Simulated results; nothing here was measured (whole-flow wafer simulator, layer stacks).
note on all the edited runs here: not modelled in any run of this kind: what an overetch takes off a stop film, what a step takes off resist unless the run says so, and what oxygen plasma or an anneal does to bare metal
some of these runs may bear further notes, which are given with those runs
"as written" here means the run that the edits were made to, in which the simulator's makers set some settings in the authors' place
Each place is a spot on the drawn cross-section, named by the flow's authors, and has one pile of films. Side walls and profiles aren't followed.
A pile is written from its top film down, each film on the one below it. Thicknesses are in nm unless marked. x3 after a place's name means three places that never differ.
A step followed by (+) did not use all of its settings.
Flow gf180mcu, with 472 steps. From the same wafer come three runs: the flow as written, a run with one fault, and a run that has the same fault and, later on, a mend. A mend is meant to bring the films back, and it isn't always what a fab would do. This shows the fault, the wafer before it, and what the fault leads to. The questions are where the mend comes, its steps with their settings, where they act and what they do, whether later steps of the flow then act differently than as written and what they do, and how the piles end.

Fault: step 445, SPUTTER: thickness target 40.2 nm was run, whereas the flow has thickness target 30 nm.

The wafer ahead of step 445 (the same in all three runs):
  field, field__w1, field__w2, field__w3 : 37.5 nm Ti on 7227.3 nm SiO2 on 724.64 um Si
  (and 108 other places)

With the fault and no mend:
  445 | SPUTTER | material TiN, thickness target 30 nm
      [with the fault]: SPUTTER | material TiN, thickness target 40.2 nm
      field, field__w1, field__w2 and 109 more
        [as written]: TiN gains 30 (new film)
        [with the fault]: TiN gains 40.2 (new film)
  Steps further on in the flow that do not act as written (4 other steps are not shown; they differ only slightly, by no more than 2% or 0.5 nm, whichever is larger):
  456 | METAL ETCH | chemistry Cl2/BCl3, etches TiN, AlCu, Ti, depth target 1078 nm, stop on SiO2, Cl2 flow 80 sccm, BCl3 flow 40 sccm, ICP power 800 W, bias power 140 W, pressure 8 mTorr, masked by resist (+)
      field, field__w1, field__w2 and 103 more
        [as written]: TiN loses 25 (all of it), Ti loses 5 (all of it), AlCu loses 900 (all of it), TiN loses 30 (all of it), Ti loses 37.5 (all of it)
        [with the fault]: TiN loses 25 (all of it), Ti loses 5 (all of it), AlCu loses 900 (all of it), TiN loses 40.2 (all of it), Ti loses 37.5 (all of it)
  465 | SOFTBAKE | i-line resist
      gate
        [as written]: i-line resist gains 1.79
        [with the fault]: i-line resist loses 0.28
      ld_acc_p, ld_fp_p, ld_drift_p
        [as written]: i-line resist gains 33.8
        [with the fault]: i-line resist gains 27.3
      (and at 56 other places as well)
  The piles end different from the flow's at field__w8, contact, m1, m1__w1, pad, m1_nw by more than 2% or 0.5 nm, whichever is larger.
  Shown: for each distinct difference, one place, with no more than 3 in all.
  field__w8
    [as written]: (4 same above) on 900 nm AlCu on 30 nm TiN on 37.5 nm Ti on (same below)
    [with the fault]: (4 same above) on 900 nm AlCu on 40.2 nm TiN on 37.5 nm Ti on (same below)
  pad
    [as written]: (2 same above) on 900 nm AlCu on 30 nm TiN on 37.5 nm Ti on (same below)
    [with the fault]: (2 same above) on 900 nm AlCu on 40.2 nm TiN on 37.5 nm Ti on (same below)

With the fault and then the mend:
  The mend follows step 445.
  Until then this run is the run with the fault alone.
  445a | METAL ETCH | chemistry Cl2/BCl3, etches TiN, AlCu, Ti, depth target 10.2 nm, Cl2 flow 80 sccm, BCl3 flow 40 sccm, ICP power 800 W, bias power 140 W, pressure 8 mTorr (the flow's step 260 again, with other settings)
      field, field__w1, field__w2 and 109 more
        TiN loses 10.2
  None of the later steps of the flow acts differently than as written at any place that is followed.
  At every place that both follow, the piles at the end match the flow's.
